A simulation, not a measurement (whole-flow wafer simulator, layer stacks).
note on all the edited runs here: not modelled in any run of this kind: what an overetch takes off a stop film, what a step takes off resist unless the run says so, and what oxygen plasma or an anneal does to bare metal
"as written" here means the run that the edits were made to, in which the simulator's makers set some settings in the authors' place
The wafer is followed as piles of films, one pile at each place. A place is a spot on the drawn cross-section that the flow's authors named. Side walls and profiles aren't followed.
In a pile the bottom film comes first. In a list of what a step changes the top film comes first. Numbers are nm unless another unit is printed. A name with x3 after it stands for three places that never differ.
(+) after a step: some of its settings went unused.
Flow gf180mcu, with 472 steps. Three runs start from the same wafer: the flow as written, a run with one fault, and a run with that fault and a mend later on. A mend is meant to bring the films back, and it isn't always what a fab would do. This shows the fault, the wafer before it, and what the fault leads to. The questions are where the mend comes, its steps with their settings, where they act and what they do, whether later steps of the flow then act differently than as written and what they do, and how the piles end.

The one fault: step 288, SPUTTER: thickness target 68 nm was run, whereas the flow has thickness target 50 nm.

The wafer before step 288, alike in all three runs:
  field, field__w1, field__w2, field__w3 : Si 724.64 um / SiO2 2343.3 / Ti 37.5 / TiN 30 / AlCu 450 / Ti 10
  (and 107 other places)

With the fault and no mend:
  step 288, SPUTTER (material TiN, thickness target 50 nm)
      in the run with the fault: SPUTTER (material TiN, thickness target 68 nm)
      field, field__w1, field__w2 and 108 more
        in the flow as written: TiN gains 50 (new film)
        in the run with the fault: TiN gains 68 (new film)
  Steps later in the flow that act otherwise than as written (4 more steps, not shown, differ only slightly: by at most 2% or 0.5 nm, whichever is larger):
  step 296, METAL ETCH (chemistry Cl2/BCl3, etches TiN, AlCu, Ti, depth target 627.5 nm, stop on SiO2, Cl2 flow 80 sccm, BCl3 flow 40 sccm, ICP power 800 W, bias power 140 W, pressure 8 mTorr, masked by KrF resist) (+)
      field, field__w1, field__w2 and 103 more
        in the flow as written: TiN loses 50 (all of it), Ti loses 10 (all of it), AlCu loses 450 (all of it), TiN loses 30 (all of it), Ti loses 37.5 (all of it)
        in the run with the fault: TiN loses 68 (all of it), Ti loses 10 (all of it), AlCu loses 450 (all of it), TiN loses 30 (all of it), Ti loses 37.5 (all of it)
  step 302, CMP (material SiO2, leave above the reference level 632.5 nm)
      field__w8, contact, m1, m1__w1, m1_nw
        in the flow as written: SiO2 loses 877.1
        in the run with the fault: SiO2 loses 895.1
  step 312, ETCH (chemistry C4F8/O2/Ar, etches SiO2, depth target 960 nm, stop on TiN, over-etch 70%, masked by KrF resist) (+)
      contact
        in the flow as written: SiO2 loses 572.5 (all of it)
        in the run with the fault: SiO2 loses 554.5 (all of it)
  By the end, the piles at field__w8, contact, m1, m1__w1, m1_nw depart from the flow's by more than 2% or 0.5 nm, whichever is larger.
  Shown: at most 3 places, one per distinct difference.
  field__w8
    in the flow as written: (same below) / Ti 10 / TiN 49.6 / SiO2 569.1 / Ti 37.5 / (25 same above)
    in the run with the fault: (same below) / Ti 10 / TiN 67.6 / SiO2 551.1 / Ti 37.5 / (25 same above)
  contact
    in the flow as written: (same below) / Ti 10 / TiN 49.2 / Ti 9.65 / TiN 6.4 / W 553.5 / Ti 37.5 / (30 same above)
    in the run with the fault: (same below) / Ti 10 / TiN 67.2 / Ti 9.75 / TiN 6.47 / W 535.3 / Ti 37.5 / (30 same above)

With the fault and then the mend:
  The mend stands after step 288.
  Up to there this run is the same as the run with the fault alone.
  step 288a, METAL ETCH (chemistry Cl2/BCl3, etches TiN, AlCu, Ti, depth target 18 nm, Cl2 flow 80 sccm, BCl3 flow 40 sccm, ICP power 800 W, bias power 140 W, pressure 8 mTorr) (the flow's step 260, run once more with other settings)
      field, field__w1, field__w2 and 108 more
        TiN loses 18
  Every later step of the flow that is run acts as written at every place that is followed.
  By the end, the piles equal the flow's at every place that both follow.
